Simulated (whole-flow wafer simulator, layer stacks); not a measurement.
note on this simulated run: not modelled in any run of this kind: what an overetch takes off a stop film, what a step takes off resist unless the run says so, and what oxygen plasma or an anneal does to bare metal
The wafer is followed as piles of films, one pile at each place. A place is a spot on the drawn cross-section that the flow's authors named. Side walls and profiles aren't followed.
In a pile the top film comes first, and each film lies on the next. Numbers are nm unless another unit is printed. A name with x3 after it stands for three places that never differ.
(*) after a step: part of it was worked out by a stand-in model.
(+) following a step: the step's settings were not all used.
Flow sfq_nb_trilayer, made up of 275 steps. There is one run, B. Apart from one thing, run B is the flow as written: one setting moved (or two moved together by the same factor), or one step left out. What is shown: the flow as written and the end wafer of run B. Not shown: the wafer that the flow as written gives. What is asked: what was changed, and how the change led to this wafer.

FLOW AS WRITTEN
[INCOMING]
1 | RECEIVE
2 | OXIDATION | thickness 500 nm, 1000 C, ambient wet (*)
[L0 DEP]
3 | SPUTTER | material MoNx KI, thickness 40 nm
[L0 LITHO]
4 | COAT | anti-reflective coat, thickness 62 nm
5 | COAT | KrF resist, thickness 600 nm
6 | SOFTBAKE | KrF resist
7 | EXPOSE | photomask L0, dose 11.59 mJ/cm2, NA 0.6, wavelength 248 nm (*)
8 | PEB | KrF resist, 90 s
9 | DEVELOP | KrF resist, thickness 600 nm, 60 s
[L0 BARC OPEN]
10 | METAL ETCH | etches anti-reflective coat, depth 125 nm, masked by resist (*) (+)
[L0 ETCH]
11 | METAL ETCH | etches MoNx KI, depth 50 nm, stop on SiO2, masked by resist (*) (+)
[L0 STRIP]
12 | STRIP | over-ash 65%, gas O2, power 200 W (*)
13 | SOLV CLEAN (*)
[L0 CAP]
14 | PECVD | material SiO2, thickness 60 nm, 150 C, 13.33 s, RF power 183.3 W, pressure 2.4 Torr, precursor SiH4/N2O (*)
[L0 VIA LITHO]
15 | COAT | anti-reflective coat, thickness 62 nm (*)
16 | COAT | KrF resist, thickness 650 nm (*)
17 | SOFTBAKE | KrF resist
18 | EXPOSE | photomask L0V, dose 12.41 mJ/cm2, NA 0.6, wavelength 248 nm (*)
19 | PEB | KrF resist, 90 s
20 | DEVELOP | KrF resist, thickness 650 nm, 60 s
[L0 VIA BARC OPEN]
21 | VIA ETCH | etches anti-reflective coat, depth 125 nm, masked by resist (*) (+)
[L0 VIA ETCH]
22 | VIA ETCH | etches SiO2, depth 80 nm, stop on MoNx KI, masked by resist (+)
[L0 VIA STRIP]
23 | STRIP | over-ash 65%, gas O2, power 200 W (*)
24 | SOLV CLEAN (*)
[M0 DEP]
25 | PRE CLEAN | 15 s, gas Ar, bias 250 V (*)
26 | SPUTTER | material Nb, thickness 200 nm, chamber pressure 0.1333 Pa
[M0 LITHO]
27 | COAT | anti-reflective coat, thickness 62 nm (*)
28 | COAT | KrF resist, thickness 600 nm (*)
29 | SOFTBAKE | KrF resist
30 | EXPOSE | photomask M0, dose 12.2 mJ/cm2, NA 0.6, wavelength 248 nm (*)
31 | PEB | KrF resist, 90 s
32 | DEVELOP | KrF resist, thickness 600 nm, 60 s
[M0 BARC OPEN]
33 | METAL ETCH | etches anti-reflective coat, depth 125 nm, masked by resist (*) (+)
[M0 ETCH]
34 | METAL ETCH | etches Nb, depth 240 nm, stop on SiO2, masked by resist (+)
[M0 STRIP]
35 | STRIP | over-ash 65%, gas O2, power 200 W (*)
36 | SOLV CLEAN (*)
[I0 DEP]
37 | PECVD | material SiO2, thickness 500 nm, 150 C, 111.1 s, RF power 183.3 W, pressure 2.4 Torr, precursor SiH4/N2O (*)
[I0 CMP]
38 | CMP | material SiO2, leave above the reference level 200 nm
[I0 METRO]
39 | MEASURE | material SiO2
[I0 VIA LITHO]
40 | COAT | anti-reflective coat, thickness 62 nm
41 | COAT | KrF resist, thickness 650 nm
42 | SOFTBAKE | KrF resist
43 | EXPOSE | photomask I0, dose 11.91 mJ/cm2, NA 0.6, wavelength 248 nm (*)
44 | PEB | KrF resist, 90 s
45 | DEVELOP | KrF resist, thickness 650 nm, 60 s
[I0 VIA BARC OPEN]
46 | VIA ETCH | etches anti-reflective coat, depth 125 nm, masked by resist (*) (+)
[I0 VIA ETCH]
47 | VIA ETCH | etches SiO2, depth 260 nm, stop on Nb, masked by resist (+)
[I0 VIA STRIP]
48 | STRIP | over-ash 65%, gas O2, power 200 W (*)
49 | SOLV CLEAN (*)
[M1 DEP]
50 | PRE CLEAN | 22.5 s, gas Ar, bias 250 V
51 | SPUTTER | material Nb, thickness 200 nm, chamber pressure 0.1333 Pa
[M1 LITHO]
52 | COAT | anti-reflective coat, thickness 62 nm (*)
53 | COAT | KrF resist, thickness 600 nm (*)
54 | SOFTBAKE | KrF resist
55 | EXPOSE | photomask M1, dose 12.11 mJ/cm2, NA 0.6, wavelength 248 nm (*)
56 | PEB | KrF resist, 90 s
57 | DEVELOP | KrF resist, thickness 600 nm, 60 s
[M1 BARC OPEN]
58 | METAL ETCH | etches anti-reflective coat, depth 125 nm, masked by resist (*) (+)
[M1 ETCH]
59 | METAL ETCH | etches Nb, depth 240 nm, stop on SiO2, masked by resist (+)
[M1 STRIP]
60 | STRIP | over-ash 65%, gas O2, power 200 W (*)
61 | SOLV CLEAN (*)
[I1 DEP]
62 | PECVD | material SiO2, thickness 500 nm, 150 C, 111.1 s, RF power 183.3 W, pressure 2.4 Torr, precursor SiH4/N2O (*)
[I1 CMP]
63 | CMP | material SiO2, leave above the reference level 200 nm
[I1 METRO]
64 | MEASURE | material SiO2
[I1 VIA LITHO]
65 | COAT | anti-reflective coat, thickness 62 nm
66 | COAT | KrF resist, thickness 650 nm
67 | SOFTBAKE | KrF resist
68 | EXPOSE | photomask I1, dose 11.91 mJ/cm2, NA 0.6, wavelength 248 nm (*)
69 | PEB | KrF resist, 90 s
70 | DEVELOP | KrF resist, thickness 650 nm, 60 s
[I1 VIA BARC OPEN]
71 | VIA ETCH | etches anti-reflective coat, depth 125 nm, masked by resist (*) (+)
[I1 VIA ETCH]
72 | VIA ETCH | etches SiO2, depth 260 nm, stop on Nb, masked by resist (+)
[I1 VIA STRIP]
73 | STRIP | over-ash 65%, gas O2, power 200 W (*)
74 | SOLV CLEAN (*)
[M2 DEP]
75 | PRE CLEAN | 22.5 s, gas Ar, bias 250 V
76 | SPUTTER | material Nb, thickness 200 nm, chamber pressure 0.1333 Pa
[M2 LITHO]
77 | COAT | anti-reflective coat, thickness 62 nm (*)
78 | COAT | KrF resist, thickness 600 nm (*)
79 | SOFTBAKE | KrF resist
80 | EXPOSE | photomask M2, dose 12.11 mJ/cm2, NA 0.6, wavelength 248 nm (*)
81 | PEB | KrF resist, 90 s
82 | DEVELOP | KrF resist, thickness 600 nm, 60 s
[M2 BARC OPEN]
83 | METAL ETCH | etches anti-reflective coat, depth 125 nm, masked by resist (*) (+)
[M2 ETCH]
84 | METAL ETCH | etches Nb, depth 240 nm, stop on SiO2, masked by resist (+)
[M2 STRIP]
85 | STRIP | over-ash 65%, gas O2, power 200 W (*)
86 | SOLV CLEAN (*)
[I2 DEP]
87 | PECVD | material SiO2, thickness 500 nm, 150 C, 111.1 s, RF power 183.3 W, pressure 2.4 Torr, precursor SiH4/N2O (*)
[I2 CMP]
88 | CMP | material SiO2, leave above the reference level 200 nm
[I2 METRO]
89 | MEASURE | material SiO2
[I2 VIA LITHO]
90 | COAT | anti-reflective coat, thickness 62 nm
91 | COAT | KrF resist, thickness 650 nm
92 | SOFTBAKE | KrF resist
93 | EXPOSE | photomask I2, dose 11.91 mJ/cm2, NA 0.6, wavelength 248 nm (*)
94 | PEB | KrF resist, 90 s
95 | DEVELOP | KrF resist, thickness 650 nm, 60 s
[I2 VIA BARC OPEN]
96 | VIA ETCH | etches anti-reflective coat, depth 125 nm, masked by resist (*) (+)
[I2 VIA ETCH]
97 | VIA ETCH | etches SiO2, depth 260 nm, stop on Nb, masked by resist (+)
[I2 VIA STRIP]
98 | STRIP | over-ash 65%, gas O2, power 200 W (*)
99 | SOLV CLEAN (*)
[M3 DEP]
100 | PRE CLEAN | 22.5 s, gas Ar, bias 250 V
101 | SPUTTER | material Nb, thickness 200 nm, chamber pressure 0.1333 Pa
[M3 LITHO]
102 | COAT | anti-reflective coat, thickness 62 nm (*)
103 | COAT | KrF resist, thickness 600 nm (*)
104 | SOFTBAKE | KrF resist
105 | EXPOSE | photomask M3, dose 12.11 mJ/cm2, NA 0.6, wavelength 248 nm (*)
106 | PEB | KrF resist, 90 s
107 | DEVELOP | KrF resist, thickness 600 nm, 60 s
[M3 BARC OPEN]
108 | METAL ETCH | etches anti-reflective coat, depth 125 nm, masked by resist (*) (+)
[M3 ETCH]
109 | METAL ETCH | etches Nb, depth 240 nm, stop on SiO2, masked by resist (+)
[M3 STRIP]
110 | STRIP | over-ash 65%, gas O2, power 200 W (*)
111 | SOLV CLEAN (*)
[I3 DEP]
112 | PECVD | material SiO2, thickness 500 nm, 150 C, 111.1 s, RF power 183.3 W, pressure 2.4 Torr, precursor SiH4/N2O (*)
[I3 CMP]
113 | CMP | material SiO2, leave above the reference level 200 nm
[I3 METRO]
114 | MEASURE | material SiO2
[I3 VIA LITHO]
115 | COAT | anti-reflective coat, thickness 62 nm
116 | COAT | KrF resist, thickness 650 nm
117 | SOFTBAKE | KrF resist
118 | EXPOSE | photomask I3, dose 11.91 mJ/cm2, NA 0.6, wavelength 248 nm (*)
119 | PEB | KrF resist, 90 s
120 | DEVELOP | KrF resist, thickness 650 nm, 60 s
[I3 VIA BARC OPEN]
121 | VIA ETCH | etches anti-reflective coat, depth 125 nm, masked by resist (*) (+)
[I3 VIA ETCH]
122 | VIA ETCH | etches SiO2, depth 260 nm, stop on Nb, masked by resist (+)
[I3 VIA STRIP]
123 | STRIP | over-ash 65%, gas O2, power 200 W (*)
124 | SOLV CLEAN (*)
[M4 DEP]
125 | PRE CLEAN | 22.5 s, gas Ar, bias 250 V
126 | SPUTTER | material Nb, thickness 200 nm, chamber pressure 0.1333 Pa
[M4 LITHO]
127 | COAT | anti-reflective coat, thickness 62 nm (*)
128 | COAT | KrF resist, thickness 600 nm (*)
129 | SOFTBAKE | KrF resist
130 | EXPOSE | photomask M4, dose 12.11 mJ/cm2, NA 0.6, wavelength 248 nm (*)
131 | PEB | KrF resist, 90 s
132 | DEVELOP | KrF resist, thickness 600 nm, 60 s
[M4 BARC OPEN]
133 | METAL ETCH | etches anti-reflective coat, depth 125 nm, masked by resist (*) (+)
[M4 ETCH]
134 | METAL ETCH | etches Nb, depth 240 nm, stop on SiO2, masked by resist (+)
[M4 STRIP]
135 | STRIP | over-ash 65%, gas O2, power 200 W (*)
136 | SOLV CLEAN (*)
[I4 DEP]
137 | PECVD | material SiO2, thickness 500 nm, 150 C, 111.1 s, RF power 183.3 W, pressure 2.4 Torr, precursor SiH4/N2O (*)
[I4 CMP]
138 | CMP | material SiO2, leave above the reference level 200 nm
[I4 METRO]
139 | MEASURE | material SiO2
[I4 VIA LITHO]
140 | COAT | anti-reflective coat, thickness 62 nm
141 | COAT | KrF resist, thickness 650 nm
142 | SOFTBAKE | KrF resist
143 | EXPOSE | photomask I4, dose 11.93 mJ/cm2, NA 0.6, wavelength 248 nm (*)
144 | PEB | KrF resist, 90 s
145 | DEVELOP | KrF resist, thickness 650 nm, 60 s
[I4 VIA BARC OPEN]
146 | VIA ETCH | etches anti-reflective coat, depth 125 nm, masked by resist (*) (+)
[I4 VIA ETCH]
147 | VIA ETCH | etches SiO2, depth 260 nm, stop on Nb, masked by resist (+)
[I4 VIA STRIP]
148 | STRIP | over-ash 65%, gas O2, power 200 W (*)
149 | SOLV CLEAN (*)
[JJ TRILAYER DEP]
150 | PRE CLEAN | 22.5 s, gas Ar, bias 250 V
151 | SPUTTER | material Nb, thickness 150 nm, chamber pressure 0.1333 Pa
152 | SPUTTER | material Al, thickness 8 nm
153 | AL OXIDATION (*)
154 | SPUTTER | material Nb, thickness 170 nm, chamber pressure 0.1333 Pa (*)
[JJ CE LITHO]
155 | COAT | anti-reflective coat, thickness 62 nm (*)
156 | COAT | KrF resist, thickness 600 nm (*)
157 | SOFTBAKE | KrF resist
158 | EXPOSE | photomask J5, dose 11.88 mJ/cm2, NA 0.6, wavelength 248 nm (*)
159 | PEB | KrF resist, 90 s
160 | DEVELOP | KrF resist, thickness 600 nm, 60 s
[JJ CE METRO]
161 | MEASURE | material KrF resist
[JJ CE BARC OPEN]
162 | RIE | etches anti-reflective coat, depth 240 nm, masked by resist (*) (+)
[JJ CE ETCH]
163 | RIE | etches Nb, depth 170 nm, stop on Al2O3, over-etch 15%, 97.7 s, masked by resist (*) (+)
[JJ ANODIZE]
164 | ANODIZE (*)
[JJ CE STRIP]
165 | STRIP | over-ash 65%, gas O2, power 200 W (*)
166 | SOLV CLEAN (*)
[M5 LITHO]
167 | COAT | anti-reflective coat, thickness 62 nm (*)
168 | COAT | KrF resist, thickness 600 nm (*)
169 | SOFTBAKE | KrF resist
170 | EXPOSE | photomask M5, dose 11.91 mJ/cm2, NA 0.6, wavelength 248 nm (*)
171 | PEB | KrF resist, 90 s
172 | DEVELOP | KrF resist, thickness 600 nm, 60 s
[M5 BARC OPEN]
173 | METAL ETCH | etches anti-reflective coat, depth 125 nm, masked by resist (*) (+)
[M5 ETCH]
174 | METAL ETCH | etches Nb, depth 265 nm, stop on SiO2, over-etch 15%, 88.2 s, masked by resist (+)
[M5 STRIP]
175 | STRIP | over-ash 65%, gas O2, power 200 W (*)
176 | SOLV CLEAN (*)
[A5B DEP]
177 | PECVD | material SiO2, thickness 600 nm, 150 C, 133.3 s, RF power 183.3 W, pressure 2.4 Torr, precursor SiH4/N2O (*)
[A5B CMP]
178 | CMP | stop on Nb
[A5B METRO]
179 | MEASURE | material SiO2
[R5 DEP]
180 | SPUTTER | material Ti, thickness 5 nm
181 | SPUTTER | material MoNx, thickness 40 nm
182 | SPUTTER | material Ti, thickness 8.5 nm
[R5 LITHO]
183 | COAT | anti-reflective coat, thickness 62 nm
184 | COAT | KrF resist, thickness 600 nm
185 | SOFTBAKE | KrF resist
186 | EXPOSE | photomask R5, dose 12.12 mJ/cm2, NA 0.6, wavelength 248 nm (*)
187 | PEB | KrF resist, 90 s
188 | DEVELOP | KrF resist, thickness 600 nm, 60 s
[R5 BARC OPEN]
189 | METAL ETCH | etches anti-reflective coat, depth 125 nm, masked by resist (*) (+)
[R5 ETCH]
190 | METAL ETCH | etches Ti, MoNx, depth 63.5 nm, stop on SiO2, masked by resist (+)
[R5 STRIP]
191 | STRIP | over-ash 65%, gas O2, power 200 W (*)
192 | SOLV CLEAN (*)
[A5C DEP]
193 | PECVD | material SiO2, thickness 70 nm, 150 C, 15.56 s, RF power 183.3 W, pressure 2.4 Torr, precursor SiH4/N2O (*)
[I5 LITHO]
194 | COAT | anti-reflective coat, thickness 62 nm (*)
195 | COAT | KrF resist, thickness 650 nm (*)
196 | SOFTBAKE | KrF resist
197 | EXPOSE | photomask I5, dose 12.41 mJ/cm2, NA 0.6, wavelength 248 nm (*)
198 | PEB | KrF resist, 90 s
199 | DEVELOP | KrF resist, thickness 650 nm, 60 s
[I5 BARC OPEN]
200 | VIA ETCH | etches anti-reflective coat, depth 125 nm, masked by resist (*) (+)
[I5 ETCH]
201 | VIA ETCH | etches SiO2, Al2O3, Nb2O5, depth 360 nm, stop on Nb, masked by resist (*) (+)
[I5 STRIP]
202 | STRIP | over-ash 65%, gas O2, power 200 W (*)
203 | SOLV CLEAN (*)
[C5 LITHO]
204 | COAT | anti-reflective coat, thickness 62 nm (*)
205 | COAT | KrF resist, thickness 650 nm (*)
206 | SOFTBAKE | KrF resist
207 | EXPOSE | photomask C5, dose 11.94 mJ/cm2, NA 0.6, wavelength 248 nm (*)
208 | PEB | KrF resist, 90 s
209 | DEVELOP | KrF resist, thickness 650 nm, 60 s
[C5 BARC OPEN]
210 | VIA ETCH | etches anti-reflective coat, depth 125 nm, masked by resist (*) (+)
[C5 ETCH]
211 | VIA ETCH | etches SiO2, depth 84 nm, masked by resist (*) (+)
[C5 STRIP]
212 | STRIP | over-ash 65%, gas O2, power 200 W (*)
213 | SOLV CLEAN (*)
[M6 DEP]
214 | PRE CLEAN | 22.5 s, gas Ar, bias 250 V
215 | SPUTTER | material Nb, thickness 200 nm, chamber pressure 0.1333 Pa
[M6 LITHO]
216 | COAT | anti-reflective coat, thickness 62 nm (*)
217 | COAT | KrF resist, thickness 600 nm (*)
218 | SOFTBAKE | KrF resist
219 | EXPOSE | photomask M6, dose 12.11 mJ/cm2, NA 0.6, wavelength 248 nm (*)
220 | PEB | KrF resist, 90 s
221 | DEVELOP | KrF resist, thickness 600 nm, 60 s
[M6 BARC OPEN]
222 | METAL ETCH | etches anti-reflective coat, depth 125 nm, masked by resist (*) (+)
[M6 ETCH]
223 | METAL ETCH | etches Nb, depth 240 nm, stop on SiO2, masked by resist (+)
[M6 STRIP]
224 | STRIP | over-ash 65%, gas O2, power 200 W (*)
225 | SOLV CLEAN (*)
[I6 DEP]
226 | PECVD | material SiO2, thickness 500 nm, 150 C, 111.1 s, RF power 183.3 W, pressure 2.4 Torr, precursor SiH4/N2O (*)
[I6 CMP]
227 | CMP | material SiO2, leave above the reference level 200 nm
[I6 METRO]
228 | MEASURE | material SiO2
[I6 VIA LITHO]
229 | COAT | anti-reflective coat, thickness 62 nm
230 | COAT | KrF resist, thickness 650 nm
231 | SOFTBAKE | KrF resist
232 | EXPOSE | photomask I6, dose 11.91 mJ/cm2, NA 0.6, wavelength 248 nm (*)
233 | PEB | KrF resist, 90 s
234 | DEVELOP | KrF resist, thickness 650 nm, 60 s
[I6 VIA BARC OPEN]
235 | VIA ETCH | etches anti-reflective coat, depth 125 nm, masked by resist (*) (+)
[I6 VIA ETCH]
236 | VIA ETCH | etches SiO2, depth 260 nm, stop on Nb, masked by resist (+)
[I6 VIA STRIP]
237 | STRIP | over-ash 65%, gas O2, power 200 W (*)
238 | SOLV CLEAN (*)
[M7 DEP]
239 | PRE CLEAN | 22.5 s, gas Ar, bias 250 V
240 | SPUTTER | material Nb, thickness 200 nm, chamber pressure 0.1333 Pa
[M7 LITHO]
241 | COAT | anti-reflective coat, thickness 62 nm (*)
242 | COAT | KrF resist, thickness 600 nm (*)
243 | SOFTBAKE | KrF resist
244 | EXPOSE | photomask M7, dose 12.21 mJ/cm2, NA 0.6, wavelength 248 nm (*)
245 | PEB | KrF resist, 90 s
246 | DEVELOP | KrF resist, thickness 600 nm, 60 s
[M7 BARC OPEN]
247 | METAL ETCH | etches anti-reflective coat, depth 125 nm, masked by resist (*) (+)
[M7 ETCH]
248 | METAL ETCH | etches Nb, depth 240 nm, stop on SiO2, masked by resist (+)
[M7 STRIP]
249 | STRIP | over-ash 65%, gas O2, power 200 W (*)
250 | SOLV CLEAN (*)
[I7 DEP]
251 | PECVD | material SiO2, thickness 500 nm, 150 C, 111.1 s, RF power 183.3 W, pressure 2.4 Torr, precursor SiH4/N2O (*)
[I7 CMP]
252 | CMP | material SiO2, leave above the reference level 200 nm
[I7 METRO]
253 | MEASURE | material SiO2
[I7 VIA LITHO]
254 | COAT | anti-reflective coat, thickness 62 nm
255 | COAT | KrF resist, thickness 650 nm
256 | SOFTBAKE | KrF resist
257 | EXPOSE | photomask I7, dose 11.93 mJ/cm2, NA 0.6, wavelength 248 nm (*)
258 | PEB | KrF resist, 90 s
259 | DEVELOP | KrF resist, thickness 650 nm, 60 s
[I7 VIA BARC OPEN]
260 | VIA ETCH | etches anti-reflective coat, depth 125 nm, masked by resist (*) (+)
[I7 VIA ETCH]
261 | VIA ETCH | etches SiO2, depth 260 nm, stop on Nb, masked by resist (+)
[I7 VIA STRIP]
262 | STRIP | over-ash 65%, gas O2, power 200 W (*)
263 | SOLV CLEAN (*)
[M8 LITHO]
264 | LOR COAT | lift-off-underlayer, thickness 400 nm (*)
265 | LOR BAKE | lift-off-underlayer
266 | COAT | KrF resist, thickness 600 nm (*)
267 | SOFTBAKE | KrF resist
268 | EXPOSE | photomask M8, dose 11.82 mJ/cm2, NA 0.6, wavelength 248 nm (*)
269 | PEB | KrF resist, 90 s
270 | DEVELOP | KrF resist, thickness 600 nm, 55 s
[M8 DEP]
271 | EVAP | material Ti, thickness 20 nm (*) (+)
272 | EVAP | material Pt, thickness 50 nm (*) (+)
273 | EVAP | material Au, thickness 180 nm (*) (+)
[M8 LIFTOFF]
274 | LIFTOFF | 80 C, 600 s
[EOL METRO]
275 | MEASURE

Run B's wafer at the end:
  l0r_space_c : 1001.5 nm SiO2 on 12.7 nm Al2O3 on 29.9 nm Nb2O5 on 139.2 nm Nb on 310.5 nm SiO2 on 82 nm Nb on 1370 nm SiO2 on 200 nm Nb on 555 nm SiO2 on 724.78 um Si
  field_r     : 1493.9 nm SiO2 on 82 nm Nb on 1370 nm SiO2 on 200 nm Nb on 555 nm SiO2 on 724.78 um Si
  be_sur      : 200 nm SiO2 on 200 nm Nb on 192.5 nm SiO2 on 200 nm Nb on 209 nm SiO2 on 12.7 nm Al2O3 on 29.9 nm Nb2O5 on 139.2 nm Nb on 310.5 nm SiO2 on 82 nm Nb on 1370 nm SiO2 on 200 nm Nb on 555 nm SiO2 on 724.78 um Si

Cause: step 134, METAL ETCH: depth 118 nm was run, whereas the flow has depth 240 nm.

How this came from the change, step by step:
  134 | METAL ETCH | etches Nb, depth 240 nm, stop on SiO2, masked by resist (+)
      field_l, be, be_sur and 64 more: Nb loses 118 (as written it would have been: Nb loses 200 (all of it))
      v_sur, via_wl, via_w and 36 more: KrF resist loses 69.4 (as written it would have been: KrF resist loses 141.2)
  135 | STRIP | over-ash 65%, gas O2, power 200 W (*)
      p4_fl, p4_fm, p4_w1 and 26 more: KrF resist loses 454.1 (all of it), anti-reflective coat loses 62 (all of it) (as written it would have been: KrF resist loses 382.4 (all of it), anti-reflective coat loses 62 (all of it))
      ln_m5, lsp_m, ln_m6: KrF resist loses 453.7 (all of it), anti-reflective coat loses 61.8 (all of it) (as written it would have been: KrF resist loses 381.9 (all of it), anti-reflective coat loses 61.8 (all of it))
      (as well as at 7 more places)
  137 | PECVD | material SiO2, thickness 500 nm, 150 C, 111.1 s, RF power 183.3 W, pressure 2.4 Torr, precursor SiH4/N2O (*)
      field_l, be, be_sur and 55 more: SiO2 gains 500 (new film) (as written it would have been: SiO2 gains 500)
      p3_s0, p3_s1, p3_s2, p3_s3, p3_s4, p3_s5: SiO2 gains 500 (new film) (as written it would have been: SiO2 gains 557.1)
      (as well as at 3 more places)
  138 | CMP | material SiO2, leave above the reference level 200 nm
      field_l, be, be_sur and 55 more: SiO2 loses 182 (as written it would have been: SiO2 loses 100)
      p3_s0, p3_s1, p3_s2, p3_s3, p3_s4, p3_s5: SiO2 loses 182 (as written it would have been: SiO2 loses 157.1)
      (as well as at 3 more places)
With metal films that touch counted as one body, l0r_space_c has 3 bodies (between them, from the top down: SiO2 310.5; SiO2 1370); the flow as written gives 2 bodies (between them, from the top down: SiO2 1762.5).
With metal films that touch counted as one body, field_r has 2 bodies (between them, from the top down: SiO2 1370); the flow as written gives 1 body.
With metal films that touch counted as one body, be_sur has 5 bodies (between them, from the top down: SiO2 192.5; SiO2 209 / Al2O3 12.7 / Nb2O5 29.9; SiO2 310.5; SiO2 1370); the flow as written gives 4 bodies (between them, from the top down: SiO2 192.5; SiO2 209 / Al2O3 12.7 / Nb2O5 29.9; SiO2 1762.5).
